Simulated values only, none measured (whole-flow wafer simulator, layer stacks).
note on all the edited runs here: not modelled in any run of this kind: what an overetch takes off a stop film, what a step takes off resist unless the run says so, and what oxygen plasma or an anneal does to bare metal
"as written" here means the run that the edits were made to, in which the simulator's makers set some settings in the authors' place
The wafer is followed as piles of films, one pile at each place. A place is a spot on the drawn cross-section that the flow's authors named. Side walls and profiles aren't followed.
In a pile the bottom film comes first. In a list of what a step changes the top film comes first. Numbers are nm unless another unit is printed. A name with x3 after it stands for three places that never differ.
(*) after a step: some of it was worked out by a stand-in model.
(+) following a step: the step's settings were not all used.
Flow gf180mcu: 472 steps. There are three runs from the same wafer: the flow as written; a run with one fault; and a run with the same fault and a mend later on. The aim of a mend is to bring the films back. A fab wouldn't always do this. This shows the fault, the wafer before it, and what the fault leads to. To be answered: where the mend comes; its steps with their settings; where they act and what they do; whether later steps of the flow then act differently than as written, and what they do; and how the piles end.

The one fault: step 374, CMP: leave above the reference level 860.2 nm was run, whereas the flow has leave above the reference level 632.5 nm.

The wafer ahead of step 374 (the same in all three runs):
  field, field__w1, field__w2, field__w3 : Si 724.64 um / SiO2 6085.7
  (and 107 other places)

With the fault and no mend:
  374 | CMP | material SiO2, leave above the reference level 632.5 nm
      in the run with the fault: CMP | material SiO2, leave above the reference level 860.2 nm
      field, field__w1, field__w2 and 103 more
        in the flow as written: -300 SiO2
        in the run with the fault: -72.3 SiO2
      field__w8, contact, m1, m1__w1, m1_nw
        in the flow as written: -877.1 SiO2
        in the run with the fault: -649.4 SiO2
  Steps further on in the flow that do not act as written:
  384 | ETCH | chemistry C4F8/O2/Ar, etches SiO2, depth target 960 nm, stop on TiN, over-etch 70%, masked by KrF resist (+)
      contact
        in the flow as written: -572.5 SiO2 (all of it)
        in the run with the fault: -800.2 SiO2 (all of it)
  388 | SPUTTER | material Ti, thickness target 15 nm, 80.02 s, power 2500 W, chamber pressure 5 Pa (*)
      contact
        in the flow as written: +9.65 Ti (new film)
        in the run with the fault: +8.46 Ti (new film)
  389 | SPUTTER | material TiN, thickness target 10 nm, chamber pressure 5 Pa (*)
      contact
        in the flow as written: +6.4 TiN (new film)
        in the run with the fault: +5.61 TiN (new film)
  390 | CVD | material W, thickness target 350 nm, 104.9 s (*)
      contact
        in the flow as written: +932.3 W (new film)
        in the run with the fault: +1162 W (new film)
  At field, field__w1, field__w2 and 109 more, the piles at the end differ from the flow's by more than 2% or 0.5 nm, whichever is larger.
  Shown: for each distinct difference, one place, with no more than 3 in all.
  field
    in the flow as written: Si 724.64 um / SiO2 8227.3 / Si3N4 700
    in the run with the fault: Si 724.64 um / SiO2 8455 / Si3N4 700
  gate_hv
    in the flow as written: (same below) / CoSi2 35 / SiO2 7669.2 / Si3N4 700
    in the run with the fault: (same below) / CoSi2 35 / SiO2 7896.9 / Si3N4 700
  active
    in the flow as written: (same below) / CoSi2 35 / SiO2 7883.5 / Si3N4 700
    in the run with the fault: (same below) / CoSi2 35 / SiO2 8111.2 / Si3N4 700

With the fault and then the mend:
  After step 374 comes the mend.
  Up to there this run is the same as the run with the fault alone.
  374a | CMP | material SiO2, leave above the reference level 632.5 nm (a further turn of the flow's step 374)
      field, field__w1, field__w2 and 108 more
        -227.7 SiO2
  Later steps of the flow that are run all act as written at every place that is followed.
  By the end, the piles equal the flow's at every place that both follow.
